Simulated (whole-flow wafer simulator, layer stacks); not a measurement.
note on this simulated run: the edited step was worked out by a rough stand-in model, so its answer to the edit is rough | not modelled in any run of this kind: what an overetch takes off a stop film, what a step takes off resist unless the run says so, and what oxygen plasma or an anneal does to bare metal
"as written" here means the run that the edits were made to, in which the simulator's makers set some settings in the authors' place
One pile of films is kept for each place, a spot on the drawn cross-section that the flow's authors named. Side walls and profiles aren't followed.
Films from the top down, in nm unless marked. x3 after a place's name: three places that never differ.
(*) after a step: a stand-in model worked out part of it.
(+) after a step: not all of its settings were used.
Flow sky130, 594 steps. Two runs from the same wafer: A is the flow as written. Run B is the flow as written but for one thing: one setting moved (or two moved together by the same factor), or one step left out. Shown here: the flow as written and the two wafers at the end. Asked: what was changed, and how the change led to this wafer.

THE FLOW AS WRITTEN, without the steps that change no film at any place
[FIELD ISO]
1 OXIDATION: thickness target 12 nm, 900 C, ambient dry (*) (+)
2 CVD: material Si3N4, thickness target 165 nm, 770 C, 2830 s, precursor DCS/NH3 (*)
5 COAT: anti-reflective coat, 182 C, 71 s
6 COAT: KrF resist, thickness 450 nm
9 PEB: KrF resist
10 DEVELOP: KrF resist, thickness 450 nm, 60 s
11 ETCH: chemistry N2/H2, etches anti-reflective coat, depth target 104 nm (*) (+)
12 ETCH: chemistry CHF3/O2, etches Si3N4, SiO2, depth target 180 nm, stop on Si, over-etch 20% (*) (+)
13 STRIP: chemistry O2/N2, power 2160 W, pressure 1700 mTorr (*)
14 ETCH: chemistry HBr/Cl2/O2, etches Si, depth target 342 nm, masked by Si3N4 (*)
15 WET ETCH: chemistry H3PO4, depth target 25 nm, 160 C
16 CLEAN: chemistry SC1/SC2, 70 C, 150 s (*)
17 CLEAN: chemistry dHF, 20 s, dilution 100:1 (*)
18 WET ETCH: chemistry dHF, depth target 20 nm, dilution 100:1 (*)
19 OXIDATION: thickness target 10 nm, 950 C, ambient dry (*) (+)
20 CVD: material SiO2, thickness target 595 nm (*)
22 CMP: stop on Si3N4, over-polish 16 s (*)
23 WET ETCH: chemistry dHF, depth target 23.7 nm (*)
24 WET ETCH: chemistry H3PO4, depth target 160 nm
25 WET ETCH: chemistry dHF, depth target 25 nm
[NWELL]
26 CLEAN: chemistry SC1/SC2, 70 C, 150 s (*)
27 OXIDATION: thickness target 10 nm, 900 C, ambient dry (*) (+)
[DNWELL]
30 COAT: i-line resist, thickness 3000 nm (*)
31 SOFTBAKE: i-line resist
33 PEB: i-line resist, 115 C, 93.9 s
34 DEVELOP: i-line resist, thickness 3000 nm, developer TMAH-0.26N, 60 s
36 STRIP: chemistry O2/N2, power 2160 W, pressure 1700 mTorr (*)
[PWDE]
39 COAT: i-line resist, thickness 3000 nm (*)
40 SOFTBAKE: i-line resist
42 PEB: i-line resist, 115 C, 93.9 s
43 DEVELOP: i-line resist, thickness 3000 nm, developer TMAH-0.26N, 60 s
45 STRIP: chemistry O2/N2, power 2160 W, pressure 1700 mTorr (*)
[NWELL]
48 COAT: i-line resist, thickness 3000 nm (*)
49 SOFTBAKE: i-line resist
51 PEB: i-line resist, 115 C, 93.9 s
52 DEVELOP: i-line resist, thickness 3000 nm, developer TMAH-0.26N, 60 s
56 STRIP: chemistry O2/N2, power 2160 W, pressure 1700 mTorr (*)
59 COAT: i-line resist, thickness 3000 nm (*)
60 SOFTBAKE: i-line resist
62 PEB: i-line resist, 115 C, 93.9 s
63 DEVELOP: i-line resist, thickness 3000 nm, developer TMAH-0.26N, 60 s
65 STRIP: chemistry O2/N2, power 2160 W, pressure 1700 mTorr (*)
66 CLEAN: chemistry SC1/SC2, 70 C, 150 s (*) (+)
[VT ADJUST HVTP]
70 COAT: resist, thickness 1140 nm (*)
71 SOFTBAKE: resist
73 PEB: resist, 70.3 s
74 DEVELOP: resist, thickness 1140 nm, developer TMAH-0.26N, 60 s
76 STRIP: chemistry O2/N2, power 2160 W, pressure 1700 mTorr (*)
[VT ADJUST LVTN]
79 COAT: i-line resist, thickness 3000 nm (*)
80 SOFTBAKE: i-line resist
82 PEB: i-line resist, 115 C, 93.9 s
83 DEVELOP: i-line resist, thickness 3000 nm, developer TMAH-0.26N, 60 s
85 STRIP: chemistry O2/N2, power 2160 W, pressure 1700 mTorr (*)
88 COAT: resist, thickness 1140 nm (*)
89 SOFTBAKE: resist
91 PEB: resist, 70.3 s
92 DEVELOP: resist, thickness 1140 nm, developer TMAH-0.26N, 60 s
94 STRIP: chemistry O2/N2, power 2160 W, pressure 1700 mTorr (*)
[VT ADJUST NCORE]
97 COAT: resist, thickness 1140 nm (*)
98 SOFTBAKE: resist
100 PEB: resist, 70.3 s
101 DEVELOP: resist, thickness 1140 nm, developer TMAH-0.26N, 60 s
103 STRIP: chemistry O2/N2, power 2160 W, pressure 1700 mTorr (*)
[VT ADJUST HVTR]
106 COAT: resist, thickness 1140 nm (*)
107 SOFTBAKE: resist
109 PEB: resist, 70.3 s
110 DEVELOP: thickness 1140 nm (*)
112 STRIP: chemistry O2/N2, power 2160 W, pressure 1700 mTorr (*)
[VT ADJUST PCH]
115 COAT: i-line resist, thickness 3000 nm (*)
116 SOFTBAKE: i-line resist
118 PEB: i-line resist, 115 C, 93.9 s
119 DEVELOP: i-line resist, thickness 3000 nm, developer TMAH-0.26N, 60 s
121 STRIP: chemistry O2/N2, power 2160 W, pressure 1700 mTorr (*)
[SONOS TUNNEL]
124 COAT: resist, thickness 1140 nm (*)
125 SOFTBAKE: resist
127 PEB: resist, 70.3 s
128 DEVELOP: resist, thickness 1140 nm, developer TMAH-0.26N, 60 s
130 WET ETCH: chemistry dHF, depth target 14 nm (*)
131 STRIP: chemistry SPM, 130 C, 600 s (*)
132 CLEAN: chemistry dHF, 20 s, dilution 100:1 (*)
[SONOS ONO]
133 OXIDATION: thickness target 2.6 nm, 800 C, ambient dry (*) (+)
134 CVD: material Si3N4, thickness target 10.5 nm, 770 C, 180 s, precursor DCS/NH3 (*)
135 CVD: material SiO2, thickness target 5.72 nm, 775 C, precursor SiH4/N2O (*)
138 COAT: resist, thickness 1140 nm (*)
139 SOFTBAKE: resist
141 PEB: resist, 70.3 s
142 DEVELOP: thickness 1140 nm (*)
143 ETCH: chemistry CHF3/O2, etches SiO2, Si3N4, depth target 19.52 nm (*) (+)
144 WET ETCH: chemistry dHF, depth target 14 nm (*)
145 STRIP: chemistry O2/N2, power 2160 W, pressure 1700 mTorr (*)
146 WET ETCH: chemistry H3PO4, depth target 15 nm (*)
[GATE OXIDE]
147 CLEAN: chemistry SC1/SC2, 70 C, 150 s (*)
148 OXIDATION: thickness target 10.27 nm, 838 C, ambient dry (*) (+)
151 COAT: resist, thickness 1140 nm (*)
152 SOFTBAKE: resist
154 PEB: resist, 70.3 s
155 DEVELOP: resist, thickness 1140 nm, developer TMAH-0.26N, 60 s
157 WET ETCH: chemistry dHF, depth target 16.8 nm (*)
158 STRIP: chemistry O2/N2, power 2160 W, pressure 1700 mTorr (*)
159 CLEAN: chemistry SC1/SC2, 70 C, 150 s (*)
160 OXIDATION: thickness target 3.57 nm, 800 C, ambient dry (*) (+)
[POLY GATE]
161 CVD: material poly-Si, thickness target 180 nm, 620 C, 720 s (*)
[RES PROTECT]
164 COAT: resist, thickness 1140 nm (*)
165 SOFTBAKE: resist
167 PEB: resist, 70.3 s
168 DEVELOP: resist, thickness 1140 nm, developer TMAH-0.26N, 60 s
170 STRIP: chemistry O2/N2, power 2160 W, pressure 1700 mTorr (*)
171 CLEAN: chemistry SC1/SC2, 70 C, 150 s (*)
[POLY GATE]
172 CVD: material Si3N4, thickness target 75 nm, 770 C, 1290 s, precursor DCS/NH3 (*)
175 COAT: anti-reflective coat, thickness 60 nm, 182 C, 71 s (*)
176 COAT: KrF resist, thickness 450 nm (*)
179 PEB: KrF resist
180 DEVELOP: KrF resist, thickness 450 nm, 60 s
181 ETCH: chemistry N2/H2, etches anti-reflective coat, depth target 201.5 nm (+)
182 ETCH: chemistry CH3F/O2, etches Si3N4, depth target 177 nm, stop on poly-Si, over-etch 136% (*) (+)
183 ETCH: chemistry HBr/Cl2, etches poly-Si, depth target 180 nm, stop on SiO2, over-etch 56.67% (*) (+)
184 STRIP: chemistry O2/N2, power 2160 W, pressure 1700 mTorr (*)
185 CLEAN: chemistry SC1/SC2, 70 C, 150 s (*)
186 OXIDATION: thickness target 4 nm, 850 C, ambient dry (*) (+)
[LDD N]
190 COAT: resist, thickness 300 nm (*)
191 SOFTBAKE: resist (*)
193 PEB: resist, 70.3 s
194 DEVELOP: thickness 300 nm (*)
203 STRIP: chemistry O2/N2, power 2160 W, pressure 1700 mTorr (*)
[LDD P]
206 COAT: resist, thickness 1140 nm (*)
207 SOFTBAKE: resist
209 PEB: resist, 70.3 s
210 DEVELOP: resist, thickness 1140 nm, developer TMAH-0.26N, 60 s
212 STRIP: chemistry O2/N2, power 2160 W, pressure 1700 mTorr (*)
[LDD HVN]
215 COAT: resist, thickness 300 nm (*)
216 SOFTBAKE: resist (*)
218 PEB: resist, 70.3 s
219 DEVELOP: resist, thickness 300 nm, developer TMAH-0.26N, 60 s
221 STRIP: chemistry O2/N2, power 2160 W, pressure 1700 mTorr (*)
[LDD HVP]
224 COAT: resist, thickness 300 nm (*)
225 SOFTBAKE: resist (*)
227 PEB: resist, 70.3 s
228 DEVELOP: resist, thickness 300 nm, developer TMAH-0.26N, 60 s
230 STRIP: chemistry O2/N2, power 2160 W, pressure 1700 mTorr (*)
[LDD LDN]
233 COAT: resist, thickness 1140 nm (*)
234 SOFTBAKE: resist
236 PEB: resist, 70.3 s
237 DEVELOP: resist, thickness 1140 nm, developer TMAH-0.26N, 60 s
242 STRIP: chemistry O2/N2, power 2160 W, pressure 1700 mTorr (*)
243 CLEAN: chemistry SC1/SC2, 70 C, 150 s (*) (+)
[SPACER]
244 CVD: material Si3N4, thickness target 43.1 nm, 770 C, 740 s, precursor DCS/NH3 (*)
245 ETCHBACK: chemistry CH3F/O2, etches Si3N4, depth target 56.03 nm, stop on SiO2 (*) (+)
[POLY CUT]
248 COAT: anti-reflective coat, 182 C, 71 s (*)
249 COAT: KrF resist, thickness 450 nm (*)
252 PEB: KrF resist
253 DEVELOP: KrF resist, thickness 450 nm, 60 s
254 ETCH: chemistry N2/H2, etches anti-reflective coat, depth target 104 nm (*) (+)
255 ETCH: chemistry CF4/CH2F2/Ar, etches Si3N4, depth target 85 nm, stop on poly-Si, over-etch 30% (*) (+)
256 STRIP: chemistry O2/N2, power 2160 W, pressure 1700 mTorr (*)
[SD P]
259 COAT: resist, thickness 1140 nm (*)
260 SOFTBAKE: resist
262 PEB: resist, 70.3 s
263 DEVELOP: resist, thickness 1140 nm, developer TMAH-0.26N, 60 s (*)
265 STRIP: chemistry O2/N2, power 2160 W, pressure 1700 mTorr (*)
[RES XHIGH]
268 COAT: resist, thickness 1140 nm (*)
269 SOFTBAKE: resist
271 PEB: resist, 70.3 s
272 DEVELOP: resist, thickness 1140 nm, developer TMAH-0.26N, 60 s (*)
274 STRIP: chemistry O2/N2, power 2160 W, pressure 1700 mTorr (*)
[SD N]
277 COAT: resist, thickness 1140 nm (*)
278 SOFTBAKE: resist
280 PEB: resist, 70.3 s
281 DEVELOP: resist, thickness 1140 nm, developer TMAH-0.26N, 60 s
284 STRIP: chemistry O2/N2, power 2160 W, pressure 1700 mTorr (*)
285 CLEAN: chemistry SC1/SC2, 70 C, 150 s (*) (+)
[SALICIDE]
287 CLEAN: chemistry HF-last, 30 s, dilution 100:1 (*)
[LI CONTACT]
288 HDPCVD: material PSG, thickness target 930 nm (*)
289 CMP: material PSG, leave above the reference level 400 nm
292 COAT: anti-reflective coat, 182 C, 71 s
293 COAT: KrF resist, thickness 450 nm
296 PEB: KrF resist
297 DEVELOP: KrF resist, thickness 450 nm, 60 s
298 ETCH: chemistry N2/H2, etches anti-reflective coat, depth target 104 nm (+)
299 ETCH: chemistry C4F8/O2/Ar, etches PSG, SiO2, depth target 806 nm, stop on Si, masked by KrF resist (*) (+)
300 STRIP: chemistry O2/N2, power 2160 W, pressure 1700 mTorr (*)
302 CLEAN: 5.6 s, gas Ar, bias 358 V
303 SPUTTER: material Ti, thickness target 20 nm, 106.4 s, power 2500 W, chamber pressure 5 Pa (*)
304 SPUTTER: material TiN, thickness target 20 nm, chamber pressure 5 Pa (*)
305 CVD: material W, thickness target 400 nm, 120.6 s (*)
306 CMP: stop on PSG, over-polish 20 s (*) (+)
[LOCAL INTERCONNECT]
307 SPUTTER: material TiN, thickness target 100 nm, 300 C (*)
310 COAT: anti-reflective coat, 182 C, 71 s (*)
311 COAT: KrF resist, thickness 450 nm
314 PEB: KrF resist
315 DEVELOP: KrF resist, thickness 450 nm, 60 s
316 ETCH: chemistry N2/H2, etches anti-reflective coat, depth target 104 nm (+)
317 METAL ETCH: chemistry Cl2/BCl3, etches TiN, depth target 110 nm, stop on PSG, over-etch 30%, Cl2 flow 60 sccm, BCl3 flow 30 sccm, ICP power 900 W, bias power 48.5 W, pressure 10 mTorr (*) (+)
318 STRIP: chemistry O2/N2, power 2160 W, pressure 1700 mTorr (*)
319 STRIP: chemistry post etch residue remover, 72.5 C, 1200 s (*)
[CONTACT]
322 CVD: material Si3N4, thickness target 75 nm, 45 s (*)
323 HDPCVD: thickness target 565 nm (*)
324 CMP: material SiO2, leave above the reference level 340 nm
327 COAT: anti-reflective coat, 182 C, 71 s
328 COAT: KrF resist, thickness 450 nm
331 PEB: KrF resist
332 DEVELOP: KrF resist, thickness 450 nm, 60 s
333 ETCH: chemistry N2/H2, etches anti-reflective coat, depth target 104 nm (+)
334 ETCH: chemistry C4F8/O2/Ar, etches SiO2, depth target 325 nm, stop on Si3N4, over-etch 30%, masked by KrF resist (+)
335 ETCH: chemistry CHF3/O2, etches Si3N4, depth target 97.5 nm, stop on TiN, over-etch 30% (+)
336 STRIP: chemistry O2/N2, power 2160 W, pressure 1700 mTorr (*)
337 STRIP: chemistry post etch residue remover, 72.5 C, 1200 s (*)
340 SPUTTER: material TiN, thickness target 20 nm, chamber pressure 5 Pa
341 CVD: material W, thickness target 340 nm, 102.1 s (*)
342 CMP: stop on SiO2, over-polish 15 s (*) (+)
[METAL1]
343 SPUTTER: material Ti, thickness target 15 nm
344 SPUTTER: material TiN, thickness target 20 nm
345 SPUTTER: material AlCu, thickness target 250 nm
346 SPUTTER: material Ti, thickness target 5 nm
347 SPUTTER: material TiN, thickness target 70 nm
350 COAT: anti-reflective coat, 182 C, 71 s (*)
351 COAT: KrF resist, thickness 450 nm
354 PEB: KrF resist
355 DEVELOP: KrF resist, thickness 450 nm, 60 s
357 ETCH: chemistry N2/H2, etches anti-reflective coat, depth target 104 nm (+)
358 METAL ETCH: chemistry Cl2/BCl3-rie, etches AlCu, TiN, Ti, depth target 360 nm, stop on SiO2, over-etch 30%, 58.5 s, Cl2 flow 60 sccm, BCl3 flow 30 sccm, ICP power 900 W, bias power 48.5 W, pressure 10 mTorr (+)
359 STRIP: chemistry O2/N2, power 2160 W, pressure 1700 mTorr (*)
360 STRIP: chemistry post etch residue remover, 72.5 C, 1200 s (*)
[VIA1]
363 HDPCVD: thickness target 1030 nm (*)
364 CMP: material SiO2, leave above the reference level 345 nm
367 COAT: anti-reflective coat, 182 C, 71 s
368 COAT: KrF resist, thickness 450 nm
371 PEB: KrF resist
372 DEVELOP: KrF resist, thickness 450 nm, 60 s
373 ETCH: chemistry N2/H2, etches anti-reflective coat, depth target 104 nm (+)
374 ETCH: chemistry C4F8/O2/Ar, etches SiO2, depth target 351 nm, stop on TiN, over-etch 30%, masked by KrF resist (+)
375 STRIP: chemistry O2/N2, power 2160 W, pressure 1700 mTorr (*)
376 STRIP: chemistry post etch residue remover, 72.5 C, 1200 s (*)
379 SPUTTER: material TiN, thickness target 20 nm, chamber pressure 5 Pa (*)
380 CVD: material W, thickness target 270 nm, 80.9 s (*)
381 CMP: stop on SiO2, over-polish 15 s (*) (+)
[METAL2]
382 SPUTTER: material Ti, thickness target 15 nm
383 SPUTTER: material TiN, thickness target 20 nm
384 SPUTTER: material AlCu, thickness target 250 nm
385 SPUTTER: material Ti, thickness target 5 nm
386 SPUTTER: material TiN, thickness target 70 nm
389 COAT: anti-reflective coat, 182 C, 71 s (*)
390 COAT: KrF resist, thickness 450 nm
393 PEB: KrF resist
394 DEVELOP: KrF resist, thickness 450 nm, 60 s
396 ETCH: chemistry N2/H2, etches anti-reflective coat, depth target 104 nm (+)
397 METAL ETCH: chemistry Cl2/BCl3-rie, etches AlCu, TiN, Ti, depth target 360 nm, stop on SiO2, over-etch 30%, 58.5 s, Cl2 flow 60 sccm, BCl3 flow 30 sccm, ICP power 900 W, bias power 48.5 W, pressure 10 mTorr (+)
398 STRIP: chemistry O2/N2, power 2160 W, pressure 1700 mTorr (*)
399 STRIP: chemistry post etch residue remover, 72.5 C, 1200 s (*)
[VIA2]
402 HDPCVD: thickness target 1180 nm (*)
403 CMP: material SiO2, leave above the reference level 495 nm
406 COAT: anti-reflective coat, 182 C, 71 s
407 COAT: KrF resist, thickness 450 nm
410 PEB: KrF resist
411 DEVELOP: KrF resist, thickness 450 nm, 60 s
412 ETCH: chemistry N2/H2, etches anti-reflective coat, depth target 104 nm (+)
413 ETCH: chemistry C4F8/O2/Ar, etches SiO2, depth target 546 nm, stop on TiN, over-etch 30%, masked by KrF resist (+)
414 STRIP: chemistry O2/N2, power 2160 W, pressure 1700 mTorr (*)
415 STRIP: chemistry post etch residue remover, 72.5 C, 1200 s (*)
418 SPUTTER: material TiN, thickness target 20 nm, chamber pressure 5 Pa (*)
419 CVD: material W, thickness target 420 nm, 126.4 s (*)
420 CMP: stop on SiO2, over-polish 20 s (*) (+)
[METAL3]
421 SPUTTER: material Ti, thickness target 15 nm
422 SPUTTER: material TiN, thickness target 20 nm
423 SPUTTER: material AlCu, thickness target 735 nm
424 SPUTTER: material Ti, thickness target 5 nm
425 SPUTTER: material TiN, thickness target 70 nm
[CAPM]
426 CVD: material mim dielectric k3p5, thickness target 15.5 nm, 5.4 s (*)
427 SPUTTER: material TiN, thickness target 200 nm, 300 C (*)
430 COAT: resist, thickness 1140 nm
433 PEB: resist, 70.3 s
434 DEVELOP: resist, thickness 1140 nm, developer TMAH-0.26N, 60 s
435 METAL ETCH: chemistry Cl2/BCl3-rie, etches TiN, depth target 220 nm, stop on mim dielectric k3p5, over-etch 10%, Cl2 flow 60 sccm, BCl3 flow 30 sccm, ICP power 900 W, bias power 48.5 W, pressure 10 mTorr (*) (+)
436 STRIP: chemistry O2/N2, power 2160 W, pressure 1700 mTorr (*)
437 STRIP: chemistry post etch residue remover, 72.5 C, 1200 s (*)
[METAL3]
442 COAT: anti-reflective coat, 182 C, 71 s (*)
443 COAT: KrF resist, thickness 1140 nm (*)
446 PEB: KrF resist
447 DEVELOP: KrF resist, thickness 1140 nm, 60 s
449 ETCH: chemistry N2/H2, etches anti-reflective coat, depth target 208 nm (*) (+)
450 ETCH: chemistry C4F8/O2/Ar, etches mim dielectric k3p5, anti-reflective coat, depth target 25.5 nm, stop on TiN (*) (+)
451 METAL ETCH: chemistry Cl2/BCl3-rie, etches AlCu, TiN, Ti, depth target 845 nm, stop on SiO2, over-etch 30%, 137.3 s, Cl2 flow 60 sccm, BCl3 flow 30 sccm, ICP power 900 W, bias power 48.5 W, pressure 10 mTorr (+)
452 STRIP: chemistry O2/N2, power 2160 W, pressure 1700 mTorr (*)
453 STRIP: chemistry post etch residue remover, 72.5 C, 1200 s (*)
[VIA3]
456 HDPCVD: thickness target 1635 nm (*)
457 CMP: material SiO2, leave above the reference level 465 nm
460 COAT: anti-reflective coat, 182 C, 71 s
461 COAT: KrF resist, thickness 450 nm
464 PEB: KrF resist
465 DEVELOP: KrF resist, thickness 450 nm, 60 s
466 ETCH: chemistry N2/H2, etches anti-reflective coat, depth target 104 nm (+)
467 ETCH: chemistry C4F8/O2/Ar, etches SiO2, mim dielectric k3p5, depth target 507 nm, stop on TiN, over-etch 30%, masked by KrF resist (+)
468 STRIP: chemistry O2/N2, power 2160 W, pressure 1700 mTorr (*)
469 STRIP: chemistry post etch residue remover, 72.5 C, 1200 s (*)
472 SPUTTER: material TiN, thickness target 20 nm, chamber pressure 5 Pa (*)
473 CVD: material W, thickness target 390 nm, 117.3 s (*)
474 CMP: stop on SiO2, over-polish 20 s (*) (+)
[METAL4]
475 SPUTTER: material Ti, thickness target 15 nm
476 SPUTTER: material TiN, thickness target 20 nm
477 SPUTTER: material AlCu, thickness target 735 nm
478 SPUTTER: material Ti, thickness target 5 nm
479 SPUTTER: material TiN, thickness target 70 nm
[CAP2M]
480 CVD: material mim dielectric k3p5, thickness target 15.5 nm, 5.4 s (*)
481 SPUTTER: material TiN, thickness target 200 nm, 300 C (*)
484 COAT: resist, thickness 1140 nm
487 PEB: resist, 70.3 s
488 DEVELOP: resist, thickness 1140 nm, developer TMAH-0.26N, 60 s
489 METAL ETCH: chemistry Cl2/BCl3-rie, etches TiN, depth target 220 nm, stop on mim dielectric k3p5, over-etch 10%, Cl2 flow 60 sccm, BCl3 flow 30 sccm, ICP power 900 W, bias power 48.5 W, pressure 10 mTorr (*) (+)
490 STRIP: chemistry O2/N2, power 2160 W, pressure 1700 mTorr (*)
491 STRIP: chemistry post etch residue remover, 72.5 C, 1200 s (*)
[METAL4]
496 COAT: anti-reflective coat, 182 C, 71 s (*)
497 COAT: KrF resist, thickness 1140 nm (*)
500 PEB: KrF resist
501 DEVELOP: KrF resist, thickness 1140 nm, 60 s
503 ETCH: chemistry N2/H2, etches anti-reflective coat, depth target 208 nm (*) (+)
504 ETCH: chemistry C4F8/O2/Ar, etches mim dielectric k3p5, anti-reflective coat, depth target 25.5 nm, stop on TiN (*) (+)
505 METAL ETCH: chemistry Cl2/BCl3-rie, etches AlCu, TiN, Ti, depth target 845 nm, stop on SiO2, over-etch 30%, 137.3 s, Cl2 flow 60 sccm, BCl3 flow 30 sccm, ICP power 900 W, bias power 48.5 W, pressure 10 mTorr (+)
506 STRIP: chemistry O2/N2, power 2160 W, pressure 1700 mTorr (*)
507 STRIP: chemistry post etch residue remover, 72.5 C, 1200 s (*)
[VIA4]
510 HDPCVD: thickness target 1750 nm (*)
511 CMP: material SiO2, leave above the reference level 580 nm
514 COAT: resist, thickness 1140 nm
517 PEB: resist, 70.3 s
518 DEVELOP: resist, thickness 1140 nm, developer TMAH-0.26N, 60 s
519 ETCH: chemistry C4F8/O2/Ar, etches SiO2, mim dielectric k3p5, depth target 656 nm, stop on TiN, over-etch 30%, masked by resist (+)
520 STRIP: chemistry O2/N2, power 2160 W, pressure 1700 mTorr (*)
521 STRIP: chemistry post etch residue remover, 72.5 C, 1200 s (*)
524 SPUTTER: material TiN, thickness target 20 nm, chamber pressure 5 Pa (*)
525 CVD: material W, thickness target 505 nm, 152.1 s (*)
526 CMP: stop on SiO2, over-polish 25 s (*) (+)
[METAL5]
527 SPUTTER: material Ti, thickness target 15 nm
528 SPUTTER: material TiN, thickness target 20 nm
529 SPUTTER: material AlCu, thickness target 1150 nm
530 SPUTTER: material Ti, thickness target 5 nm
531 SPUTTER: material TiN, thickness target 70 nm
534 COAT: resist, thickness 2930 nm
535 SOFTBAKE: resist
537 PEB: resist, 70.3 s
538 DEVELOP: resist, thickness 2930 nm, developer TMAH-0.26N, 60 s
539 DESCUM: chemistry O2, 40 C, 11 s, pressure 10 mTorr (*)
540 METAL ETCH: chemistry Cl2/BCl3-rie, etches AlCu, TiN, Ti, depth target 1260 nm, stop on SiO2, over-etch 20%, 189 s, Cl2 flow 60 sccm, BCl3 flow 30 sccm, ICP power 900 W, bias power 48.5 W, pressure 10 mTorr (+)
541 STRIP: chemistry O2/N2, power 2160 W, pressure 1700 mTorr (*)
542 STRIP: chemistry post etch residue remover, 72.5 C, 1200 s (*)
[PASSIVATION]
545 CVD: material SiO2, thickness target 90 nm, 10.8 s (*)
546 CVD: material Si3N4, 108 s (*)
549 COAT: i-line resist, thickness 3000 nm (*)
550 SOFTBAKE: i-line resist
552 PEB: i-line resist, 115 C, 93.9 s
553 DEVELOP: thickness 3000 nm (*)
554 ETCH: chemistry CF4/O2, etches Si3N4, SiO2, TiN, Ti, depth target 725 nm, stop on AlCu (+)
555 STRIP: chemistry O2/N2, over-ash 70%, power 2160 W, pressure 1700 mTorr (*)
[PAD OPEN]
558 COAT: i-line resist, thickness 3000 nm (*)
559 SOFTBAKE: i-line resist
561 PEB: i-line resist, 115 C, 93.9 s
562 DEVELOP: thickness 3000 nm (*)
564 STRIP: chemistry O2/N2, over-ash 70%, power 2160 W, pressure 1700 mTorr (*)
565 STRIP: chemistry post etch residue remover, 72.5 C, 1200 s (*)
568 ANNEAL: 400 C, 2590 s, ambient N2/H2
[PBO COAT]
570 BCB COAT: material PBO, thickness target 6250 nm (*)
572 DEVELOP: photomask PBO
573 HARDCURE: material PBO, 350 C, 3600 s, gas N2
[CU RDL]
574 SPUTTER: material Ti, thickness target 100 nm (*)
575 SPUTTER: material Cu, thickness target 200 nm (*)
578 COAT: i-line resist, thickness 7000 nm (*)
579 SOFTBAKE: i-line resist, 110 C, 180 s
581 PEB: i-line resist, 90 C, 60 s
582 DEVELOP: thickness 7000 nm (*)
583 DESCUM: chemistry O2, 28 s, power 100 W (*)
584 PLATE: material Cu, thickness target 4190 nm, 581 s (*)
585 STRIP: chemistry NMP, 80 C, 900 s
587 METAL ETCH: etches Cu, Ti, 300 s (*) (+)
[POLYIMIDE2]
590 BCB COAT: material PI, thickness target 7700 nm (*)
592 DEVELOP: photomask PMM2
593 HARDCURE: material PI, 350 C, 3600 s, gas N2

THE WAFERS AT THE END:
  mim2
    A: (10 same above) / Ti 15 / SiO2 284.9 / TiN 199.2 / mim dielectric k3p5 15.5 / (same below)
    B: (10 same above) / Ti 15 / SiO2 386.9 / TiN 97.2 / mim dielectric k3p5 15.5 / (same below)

The cause: step 481, SPUTTER: thickness target 98 nm was run, where the flow has thickness target 200 nm.

How the change led to this, step by step:
  481 SPUTTER: material TiN, thickness target 200 nm, 300 C (*)
      field, active, n_well and 189 more: A TiN +200 (new film) | B TiN +98 (new film)
  489 METAL ETCH: chemistry Cl2/BCl3-rie, etches TiN, depth target 220 nm, stop on mim dielectric k3p5, over-etch 10%, Cl2 flow 60 sccm, BCl3 flow 30 sccm, ICP power 900 W, bias power 48.5 W, pressure 10 mTorr (*) (+)
      field, active, n_well and 188 more: A TiN -200 (all of it) | B TiN -98 (all of it)
      mim2: A resist -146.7 | B resist -71.9
  490 STRIP: chemistry O2/N2, power 2160 W, pressure 1700 mTorr (*)
      mim2: A resist -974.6 (all of it) | B resist -1049.4 (all of it)
  496 COAT: anti-reflective coat, 182 C, 71 s (*)
      iso_guard__w2: A anti-reflective coat +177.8 (new film) | B anti-reflective coat +114.4 (new film)
      mim2: A anti-reflective coat +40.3 (new film) | B anti-reflective coat +32.4 (new film)
  497 COAT: KrF resist, thickness 1140 nm (*)
      iso_guard__w2: A KrF resist +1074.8 (new film) | B KrF resist +1117.6 (new film)
      mim2: A KrF resist +1018.9 (new film) | B KrF resist +1103.8 (new film)
  506 STRIP: chemistry O2/N2, power 2160 W, pressure 1700 mTorr (*)
      iso_guard__w2: A KrF resist -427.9 (all of it), anti-reflective coat -177.8 (all of it) | B KrF resist -470.6 (all of it), anti-reflective coat -114.4 (all of it)
      mim2: A KrF resist -372.1 (all of it), anti-reflective coat -40.3 (all of it) | B KrF resist -456.8 (all of it), anti-reflective coat -32.4 (all of it)
  511 CMP: material SiO2, leave above the reference level 580 nm
      mim2: A SiO2 -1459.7 | B SiO2 -1357.7
